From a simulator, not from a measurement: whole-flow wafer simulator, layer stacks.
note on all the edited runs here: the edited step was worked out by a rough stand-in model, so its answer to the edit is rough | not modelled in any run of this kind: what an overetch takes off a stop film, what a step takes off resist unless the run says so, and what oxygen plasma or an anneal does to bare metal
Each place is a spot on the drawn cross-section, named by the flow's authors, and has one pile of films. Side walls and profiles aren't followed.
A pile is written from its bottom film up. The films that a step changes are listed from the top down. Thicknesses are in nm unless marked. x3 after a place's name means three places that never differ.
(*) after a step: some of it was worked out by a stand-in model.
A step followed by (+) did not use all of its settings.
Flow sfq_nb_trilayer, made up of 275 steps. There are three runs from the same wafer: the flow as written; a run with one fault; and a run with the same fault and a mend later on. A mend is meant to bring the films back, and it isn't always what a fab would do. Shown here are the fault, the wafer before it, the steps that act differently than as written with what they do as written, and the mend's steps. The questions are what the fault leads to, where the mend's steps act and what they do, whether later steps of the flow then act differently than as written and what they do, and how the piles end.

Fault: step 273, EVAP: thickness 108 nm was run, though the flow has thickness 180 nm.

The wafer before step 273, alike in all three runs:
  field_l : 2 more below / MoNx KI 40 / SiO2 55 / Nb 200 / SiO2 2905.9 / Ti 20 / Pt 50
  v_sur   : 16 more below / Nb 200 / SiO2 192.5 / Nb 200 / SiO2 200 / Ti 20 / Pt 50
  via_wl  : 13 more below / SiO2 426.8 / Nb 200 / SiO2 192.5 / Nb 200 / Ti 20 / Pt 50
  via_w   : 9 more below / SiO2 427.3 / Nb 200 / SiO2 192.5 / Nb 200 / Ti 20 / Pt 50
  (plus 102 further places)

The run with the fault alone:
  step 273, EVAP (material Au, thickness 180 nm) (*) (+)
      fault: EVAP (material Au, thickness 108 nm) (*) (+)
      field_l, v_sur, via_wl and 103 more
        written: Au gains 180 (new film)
        fault: Au gains 108 (new film)
  Later steps of the flow acting differently than as written:
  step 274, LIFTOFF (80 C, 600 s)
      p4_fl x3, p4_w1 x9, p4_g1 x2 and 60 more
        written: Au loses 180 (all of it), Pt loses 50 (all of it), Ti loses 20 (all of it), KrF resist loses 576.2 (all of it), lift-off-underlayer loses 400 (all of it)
        fault: Au loses 108 (all of it), Pt loses 50 (all of it), Ti loses 20 (all of it), KrF resist loses 576.2 (all of it), lift-off-underlayer loses 400 (all of it)
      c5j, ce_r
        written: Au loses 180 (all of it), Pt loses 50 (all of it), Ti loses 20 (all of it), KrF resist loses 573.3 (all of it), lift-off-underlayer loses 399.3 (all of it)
        fault: Au loses 108 (all of it), Pt loses 50 (all of it), Ti loses 20 (all of it), KrF resist loses 573.3 (all of it), lift-off-underlayer loses 399.3 (all of it)
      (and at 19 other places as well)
  The piles end different from the flow's at field_l, v_sur, via_wl and 8 more by more than 2% or 0.5 nm, whichever is larger.
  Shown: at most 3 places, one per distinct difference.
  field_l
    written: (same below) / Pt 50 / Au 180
    fault: (same below) / Pt 50 / Au 108

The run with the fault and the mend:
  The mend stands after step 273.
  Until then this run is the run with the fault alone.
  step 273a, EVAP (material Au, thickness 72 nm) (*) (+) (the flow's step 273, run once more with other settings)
      field_l, v_sur, via_wl and 103 more
        Au gains 72
  Later steps of the flow that are run all act as written at every place that is followed.
  At every place that both follow, the piles at the end match the flow's.
